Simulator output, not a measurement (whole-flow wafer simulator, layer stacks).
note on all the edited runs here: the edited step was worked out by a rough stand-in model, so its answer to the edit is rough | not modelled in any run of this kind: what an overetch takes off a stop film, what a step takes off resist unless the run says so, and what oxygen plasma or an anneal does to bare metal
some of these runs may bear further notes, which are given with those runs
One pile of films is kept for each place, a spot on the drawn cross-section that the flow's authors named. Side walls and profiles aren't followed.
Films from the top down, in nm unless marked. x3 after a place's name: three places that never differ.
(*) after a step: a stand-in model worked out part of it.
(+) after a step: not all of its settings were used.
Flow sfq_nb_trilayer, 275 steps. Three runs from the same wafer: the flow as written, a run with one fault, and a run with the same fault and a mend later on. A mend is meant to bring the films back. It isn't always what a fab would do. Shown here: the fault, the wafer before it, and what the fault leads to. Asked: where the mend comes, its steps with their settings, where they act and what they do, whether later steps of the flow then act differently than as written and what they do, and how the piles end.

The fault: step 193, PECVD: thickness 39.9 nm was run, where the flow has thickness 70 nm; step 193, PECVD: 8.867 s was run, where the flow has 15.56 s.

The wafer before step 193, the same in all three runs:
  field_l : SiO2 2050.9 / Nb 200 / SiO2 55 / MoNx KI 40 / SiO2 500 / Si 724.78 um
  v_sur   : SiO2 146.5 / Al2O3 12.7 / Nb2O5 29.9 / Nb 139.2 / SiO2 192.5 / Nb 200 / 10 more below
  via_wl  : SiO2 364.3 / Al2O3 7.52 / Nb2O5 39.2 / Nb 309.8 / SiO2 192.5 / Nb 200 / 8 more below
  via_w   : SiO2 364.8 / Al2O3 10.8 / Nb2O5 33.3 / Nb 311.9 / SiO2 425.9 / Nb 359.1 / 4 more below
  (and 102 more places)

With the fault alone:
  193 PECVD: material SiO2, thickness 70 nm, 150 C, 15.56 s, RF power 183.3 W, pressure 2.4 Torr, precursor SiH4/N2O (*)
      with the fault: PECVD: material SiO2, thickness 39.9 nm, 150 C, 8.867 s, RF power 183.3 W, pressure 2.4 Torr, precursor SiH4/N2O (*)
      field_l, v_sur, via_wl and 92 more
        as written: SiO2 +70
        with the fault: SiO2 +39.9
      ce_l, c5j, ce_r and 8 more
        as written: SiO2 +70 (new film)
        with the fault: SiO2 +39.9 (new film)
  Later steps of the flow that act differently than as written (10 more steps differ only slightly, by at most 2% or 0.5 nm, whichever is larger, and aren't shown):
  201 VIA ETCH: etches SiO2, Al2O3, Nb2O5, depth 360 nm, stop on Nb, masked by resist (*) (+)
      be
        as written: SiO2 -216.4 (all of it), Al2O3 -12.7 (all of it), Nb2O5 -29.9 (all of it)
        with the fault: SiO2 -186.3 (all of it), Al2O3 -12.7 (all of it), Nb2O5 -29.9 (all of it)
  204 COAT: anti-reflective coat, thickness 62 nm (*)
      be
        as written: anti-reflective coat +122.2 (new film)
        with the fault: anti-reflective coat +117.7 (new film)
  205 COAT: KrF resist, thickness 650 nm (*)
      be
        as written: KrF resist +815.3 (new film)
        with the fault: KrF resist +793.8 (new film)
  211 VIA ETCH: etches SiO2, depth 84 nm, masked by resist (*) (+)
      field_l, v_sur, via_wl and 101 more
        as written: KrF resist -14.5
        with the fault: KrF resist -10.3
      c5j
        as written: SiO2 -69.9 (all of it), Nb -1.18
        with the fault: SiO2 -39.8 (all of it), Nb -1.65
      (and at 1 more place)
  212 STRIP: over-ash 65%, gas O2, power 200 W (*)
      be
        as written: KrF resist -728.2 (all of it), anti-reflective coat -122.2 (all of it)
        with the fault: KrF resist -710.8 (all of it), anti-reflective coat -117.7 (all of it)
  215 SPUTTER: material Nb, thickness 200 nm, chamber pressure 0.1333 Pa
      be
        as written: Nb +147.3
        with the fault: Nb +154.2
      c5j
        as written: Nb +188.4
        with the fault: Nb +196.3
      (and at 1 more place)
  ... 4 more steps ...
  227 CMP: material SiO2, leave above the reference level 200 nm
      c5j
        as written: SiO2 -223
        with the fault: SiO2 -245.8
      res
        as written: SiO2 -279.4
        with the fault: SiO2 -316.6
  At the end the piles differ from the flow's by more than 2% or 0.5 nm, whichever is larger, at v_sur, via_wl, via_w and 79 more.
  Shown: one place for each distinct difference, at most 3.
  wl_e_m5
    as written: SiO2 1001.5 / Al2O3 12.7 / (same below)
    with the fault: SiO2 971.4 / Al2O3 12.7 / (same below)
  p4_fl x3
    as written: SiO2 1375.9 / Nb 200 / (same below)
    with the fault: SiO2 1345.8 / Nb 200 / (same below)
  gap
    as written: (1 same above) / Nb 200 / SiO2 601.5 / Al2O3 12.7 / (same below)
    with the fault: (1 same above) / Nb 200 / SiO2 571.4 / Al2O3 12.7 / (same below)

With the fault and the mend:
  The mend comes after step 193.
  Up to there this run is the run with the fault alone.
  193a PECVD: material SiO2, thickness 30.1 nm, 150 C, 6.689 s, RF power 183.3 W, pressure 2.4 Torr, precursor SiH4/N2O (*) (the flow's step 193 once more, with other settings)
      field_l, v_sur, via_wl and 103 more
        SiO2 +30.1
  No later step of the flow acts differently than as written, at any place that is followed, by more than 2% or 0.5 nm, whichever is larger.
  At the end the piles are the same as the flow's at every place that both follow.
